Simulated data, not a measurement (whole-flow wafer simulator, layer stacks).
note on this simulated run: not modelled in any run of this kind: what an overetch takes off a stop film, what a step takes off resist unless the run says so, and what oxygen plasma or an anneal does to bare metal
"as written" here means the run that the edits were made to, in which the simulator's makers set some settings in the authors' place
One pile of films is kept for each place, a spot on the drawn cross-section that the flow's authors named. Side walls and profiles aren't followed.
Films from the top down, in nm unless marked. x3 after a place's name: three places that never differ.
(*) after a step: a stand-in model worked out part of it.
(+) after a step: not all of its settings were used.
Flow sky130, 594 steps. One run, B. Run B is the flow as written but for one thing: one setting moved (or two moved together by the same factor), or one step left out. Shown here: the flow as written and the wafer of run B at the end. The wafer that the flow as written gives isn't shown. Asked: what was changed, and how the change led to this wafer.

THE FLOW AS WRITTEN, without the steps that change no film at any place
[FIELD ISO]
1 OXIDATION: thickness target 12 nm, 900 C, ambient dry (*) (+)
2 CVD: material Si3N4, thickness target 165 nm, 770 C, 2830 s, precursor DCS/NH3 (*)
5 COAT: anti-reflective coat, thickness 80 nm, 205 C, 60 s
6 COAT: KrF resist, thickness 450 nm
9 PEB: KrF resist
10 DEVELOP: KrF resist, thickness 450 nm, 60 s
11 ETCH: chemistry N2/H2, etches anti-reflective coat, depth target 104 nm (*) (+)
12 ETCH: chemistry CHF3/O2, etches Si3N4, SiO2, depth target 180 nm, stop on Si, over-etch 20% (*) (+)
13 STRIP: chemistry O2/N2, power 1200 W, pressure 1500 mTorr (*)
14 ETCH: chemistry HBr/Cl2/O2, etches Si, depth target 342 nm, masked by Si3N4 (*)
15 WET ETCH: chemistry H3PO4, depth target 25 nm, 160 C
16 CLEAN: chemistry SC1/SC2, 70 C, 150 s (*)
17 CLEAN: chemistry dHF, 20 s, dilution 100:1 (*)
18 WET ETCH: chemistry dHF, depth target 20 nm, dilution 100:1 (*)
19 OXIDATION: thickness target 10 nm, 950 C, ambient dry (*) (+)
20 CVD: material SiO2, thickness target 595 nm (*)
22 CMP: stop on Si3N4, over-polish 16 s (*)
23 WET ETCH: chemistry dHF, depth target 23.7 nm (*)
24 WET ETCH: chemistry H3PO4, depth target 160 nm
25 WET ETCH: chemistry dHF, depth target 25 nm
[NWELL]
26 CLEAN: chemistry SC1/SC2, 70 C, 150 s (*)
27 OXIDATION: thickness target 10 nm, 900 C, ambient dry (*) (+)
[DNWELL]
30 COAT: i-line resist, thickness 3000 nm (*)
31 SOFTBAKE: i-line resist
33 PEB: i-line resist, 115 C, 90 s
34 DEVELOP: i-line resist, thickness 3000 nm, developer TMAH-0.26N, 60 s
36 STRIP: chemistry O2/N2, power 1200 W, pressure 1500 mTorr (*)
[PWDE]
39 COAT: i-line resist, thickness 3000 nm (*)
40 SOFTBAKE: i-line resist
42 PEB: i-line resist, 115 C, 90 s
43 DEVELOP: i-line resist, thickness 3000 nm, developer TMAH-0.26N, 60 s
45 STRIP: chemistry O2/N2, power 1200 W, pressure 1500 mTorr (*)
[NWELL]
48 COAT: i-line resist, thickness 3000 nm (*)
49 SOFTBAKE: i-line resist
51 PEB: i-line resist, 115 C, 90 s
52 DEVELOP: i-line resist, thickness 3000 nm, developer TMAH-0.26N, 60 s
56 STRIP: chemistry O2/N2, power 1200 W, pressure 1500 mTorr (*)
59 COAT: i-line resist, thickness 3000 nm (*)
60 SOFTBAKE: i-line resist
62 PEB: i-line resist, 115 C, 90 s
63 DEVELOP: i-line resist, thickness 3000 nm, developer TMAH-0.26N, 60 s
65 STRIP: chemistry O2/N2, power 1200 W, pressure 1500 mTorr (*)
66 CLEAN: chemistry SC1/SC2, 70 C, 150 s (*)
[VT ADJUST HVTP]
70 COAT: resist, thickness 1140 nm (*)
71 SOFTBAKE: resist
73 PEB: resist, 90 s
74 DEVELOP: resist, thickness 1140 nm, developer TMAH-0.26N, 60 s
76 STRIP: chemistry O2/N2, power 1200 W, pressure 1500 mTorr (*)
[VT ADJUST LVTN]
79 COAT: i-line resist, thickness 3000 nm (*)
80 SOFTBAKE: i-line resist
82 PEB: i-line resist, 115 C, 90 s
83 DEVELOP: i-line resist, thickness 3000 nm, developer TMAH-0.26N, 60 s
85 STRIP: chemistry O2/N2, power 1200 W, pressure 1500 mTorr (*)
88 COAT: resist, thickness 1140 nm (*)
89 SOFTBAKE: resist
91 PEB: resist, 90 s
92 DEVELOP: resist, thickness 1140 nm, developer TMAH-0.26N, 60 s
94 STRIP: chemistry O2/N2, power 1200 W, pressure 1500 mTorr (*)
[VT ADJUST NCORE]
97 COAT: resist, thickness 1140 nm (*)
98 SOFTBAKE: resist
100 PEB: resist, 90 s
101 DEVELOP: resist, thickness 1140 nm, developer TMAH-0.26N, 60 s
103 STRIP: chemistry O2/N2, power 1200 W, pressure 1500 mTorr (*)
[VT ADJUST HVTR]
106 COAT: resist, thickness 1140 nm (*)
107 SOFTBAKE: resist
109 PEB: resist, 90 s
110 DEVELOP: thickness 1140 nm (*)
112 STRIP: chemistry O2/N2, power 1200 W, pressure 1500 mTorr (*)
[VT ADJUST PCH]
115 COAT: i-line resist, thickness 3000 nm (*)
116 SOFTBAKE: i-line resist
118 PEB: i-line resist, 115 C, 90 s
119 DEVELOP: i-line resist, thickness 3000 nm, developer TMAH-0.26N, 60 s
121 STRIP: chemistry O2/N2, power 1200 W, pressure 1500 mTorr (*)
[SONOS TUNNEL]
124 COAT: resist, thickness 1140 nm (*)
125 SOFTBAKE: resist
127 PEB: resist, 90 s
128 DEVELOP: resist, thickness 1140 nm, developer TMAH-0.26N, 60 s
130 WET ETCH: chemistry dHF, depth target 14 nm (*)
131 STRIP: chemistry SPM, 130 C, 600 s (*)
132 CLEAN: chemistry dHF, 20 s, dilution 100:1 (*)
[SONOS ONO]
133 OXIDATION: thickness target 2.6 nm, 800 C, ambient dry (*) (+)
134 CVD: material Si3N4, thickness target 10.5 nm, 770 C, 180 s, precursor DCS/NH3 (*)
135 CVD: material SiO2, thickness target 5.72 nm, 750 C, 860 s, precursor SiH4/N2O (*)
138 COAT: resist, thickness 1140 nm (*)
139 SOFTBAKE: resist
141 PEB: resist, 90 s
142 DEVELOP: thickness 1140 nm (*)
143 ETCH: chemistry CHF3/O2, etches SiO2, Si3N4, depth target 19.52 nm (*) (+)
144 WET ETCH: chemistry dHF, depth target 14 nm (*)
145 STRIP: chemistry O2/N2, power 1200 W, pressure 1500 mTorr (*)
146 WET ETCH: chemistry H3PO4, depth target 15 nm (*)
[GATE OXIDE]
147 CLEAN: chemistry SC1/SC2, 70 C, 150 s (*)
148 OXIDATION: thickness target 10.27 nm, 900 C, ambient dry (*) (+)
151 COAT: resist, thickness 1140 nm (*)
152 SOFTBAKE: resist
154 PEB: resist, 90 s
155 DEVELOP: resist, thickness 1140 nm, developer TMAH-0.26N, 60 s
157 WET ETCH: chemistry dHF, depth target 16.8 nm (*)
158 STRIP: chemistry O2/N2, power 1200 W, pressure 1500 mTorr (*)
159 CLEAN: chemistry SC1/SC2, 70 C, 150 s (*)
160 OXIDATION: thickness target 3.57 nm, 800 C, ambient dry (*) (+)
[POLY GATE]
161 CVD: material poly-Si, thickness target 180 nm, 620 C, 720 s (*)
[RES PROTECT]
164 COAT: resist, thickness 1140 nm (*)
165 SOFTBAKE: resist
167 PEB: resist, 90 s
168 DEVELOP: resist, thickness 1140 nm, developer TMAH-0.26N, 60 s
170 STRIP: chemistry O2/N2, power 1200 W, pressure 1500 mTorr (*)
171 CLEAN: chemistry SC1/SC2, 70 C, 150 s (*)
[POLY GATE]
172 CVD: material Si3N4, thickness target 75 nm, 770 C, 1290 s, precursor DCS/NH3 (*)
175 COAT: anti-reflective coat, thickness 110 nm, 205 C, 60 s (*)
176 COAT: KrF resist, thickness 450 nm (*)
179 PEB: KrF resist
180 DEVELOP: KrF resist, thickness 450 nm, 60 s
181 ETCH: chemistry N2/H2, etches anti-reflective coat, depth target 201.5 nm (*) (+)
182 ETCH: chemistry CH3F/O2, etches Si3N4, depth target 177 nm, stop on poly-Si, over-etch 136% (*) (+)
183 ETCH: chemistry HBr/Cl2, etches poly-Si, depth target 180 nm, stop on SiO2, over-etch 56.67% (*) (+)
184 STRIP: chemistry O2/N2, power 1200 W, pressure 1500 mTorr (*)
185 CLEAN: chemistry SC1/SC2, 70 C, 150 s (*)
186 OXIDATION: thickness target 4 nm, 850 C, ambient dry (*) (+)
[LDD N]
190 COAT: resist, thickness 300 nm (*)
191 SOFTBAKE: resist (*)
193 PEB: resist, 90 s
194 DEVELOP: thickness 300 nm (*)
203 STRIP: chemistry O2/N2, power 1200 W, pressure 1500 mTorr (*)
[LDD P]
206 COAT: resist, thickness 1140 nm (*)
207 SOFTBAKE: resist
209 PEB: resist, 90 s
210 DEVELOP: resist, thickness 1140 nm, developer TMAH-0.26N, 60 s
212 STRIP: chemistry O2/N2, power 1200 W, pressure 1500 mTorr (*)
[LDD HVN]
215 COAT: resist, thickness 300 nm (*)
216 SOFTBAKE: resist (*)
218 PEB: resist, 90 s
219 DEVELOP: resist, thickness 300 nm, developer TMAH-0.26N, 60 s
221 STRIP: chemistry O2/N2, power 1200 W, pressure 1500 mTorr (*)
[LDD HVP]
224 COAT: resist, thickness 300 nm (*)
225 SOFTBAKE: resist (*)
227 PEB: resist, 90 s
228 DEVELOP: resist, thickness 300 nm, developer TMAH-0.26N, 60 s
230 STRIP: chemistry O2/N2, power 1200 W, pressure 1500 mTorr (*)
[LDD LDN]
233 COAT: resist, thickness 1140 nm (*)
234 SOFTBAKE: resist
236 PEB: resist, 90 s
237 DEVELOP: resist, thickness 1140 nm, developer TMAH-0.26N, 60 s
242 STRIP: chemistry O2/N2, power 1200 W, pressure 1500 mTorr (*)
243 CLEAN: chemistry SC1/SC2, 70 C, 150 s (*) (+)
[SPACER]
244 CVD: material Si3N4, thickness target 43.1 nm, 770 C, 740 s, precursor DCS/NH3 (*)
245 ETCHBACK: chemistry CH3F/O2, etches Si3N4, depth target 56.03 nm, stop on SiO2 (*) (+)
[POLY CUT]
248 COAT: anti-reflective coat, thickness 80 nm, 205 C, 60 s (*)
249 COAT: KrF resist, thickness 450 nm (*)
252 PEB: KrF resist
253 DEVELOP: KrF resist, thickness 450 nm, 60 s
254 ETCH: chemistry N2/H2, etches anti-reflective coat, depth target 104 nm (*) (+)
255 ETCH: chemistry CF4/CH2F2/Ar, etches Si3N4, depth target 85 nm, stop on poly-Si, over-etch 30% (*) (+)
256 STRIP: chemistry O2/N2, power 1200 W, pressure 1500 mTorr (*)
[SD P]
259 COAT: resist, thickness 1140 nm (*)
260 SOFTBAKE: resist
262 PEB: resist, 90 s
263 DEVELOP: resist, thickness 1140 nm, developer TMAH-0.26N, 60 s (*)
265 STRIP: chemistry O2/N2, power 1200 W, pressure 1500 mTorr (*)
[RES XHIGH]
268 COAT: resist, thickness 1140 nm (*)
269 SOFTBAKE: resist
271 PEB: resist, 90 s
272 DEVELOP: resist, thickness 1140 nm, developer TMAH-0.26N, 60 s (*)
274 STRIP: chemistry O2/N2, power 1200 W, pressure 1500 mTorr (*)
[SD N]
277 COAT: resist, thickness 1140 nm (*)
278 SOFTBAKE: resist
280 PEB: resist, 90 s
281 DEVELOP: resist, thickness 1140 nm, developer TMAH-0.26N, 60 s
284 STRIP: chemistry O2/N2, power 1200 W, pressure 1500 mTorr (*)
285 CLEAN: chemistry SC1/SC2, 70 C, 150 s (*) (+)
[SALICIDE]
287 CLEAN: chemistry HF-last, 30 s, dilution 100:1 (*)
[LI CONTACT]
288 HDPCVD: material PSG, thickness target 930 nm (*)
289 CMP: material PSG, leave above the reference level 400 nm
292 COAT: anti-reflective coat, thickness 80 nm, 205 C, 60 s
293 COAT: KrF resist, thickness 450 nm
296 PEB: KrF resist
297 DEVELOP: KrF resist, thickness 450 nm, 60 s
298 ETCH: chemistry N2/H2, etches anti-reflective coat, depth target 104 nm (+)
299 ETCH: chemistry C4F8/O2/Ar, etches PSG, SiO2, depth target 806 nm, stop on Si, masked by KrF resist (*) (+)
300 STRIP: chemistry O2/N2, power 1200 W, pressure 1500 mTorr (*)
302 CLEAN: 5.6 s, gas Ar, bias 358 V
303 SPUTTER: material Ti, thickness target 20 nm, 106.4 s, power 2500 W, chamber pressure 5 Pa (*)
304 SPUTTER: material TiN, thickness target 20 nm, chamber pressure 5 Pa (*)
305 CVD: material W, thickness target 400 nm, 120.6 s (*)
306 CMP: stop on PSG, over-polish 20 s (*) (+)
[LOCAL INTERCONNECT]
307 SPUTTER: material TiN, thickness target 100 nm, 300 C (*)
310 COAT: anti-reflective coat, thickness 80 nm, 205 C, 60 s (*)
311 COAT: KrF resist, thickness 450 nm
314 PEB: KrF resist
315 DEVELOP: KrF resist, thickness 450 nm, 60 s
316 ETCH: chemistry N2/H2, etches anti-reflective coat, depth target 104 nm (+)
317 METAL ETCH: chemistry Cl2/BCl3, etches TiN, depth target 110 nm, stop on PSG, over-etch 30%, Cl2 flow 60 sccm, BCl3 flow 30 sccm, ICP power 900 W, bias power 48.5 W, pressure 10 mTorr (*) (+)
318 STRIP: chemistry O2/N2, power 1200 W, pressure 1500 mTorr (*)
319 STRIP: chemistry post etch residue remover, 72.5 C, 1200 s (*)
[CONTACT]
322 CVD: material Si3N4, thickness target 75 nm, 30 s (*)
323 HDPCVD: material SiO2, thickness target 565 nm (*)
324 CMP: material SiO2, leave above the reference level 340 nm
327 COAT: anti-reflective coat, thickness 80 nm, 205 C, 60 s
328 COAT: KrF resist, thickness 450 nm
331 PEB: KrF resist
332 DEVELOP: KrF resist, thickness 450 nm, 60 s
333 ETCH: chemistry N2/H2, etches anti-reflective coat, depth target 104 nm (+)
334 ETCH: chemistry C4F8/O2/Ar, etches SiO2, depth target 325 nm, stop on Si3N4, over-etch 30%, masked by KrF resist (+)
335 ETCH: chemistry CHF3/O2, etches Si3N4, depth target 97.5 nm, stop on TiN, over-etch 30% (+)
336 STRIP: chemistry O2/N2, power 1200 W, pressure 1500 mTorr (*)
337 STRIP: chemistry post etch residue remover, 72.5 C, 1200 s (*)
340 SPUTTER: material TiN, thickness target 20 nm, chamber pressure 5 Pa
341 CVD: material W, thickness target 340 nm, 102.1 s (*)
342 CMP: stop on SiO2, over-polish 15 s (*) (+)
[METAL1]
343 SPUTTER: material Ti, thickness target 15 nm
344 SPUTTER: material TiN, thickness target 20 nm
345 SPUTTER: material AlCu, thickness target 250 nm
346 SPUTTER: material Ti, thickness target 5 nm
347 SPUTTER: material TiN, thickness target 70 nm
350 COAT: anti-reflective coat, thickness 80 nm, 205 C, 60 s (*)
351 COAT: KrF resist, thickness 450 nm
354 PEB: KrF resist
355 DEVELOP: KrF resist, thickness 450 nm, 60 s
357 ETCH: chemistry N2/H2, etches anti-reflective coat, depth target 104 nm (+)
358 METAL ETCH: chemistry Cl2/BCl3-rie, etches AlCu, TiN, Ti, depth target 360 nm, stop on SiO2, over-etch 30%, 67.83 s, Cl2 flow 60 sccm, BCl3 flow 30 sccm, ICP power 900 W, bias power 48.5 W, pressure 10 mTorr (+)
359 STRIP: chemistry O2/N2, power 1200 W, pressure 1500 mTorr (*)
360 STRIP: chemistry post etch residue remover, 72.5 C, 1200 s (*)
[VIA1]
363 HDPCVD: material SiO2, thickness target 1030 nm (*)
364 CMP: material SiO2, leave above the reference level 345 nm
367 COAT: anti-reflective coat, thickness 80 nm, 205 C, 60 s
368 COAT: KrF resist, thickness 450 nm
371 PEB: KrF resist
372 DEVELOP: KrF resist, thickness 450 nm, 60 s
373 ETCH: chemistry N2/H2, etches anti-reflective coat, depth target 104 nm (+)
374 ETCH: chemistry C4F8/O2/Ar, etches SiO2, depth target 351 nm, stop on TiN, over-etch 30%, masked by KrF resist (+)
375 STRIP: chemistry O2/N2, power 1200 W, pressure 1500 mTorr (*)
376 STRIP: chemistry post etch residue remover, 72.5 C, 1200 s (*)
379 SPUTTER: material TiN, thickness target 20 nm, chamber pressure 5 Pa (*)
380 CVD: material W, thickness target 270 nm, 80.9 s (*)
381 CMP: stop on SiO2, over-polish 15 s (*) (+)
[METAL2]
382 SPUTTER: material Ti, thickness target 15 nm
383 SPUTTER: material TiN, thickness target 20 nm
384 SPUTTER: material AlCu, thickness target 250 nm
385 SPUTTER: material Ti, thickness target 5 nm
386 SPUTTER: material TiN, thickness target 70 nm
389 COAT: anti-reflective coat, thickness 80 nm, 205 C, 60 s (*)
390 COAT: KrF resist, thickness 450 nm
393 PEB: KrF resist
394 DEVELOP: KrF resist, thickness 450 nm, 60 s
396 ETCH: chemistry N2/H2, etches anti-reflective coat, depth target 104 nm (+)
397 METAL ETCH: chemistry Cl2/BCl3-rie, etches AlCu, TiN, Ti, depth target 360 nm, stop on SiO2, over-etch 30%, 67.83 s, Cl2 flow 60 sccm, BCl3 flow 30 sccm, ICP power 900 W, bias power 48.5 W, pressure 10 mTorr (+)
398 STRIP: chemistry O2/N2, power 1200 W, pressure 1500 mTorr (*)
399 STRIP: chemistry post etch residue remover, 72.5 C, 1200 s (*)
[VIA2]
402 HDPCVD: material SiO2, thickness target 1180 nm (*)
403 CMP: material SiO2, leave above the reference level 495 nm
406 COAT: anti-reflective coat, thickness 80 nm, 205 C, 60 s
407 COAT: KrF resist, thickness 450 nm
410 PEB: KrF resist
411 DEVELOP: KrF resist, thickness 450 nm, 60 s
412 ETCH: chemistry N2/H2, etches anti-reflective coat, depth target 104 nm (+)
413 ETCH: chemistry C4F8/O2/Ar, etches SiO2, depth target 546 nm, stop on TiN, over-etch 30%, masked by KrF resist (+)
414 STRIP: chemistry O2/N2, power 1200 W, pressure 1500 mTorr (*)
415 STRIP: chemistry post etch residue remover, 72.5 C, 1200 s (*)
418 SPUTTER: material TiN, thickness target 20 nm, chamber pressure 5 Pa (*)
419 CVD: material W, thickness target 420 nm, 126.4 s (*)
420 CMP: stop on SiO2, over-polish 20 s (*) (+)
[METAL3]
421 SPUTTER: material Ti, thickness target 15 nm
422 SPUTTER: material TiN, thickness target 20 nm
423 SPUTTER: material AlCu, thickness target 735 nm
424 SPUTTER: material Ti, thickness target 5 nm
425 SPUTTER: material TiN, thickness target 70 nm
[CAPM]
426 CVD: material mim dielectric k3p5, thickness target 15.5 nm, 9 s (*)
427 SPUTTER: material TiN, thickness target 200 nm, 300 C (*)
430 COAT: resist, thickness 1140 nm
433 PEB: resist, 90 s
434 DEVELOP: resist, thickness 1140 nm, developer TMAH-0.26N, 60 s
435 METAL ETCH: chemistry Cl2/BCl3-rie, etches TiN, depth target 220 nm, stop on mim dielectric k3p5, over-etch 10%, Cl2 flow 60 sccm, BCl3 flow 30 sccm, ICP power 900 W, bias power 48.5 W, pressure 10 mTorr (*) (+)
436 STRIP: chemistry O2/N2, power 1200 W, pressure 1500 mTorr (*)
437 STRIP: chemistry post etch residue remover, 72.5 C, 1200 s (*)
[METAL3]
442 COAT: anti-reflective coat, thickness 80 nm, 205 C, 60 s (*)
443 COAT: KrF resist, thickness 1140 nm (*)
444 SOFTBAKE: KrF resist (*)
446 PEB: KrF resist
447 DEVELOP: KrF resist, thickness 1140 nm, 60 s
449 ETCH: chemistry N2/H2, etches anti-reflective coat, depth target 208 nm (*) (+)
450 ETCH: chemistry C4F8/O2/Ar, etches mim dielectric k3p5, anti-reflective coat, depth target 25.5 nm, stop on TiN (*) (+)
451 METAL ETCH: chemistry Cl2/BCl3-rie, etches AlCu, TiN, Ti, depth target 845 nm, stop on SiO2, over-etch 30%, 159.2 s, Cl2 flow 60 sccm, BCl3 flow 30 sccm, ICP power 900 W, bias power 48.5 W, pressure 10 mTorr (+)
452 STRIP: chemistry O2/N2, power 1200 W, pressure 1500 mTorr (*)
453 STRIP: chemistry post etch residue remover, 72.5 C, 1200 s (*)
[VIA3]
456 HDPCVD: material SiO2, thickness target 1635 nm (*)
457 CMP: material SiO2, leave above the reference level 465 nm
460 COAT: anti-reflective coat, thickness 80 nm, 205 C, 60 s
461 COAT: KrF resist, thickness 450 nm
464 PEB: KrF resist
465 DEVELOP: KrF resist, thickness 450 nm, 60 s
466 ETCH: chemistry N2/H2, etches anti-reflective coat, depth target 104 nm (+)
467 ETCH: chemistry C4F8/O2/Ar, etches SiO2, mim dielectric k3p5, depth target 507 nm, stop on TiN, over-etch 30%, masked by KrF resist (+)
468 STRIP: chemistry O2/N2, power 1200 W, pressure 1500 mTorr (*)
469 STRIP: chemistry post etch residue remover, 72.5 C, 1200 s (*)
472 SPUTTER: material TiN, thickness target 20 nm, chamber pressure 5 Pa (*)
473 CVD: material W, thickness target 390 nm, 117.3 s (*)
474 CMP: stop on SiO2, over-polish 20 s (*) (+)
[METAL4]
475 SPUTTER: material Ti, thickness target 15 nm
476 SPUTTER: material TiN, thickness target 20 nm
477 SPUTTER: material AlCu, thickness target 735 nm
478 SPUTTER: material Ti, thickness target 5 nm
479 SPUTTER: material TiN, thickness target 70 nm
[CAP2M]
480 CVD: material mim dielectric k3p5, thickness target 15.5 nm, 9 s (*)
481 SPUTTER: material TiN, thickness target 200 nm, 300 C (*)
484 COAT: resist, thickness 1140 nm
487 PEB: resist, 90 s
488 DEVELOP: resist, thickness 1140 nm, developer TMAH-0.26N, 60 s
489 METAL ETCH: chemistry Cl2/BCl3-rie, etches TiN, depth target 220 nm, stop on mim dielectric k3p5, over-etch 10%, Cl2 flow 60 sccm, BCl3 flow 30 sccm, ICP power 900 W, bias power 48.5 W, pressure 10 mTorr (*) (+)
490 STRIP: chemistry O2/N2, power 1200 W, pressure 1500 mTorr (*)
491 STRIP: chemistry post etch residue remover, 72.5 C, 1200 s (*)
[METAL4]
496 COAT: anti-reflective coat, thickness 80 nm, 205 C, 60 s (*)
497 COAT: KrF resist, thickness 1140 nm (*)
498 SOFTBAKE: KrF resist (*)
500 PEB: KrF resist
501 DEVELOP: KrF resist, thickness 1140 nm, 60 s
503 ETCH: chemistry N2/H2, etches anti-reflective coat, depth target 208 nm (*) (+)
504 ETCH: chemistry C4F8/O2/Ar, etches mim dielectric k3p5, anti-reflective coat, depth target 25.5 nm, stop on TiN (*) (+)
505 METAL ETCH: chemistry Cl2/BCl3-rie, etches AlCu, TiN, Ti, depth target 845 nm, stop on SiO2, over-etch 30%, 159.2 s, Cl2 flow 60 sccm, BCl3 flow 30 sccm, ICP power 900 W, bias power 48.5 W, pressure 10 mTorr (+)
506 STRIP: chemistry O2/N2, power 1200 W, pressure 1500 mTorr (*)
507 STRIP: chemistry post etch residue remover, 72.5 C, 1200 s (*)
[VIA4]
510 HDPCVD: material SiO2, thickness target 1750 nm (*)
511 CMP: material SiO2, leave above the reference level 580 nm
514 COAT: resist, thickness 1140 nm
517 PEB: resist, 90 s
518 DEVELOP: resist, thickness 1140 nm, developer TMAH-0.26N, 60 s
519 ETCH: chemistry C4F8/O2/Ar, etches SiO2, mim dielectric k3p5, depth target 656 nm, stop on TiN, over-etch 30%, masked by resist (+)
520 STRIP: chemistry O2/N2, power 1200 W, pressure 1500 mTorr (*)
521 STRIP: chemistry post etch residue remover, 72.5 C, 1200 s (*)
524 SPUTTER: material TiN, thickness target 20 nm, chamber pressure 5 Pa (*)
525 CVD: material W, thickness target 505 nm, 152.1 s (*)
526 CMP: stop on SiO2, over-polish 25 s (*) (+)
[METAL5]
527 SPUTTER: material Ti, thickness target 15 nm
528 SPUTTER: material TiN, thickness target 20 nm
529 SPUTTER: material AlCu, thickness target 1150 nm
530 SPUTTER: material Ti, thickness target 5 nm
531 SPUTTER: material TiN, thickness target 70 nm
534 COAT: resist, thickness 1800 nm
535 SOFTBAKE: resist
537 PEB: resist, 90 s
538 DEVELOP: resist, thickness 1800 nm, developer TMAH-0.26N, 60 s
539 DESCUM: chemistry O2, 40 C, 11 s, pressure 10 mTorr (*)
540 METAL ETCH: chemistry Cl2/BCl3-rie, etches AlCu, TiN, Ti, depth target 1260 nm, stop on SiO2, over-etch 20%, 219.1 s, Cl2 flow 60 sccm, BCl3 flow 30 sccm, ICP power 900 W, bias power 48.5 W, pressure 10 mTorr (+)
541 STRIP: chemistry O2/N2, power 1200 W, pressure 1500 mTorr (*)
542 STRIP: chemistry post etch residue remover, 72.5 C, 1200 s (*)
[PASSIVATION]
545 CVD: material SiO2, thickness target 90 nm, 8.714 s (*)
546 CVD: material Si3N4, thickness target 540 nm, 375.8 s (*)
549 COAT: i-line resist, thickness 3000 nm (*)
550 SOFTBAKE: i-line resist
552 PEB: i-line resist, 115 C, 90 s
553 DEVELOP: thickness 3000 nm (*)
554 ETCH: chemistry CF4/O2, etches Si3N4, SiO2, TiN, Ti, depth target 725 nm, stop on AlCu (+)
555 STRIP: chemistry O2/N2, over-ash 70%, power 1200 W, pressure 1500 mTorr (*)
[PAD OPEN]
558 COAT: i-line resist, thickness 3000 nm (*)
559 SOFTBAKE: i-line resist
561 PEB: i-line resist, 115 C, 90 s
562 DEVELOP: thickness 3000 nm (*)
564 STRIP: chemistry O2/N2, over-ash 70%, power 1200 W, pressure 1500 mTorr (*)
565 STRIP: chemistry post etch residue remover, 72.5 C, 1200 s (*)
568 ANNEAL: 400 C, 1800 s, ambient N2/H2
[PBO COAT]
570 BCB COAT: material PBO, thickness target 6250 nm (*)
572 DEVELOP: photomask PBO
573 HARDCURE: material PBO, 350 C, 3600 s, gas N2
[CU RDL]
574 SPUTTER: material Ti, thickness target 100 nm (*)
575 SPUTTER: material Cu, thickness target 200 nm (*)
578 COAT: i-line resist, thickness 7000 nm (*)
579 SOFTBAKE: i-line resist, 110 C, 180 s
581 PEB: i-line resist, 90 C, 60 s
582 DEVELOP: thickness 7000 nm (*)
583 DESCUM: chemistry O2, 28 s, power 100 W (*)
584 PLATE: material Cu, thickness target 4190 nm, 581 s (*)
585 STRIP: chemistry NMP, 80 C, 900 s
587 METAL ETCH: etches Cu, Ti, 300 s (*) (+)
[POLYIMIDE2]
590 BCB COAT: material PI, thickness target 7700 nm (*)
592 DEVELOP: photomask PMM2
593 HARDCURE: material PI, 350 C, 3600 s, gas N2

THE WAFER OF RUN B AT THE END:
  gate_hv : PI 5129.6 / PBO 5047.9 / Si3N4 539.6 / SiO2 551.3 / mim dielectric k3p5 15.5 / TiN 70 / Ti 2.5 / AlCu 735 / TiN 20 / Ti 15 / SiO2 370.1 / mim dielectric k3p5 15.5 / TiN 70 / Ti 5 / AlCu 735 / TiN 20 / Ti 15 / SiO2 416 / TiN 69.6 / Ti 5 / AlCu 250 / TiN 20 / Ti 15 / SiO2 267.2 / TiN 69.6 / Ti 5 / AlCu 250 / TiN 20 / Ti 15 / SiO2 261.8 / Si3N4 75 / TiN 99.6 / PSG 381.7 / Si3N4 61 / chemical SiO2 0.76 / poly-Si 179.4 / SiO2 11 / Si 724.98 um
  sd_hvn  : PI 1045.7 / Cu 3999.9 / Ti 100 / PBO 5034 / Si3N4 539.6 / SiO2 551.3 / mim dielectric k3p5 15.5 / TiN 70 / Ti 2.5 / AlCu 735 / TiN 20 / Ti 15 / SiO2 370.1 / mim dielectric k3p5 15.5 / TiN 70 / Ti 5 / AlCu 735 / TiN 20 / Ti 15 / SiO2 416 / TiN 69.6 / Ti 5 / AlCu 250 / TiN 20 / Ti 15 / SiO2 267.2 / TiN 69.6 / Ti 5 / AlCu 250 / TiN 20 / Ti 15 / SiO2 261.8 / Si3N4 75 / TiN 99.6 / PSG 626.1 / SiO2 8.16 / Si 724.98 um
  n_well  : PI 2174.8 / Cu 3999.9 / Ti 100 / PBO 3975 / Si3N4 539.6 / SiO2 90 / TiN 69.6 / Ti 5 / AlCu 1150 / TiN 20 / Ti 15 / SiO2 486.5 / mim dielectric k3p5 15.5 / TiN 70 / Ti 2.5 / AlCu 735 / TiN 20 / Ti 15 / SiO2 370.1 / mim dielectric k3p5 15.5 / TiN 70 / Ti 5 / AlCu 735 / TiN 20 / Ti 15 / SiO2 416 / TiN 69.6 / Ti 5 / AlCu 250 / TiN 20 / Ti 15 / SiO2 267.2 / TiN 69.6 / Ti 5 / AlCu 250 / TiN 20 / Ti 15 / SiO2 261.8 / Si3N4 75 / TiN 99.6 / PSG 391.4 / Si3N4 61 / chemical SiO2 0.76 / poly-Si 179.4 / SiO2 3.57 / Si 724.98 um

The cause: step 478, SPUTTER: thickness target 2.5 nm was run, where the flow has thickness target 5 nm.
It can be read off the wafer: gate_hv has Ti 2.5, and step 478 as written asks for 5 nm.

How the change led to this, step by step:
  478 SPUTTER: material Ti, thickness target 5 nm
      field, active, n_well and 189 more: Ti +2.5 (new film) (as written it would be: Ti +5 (new film))
  505 METAL ETCH: chemistry Cl2/BCl3-rie, etches AlCu, TiN, Ti, depth target 845 nm, stop on SiO2, over-etch 30%, 159.2 s, Cl2 flow 60 sccm, BCl3 flow 30 sccm, ICP power 900 W, bias power 48.5 W, pressure 10 mTorr (+)
      field, active, gate and 70 more: TiN -70 (all of it), Ti -2.5 (all of it), AlCu -735 (all of it), TiN -20 (all of it), Ti -15 (all of it), SiO2 -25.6 (as written it would be: TiN -70 (all of it), Ti -5 (all of it), AlCu -735 (all of it), TiN -20 (all of it), Ti -15 (all of it), SiO2 -25.4)
      vpp_iso1, mim_edge_plate, m1_ln and 12 more: TiN -70 (all of it), Ti -2.5 (all of it), AlCu -735 (all of it), TiN -20 (all of it), Ti -15 (all of it), SiO2 -25.6 (as written it would be: TiN -70 (all of it), Ti -5 (all of it), AlCu -735 (all of it), TiN -20 (all of it), Ti -15 (all of it), SiO2 -25.3)
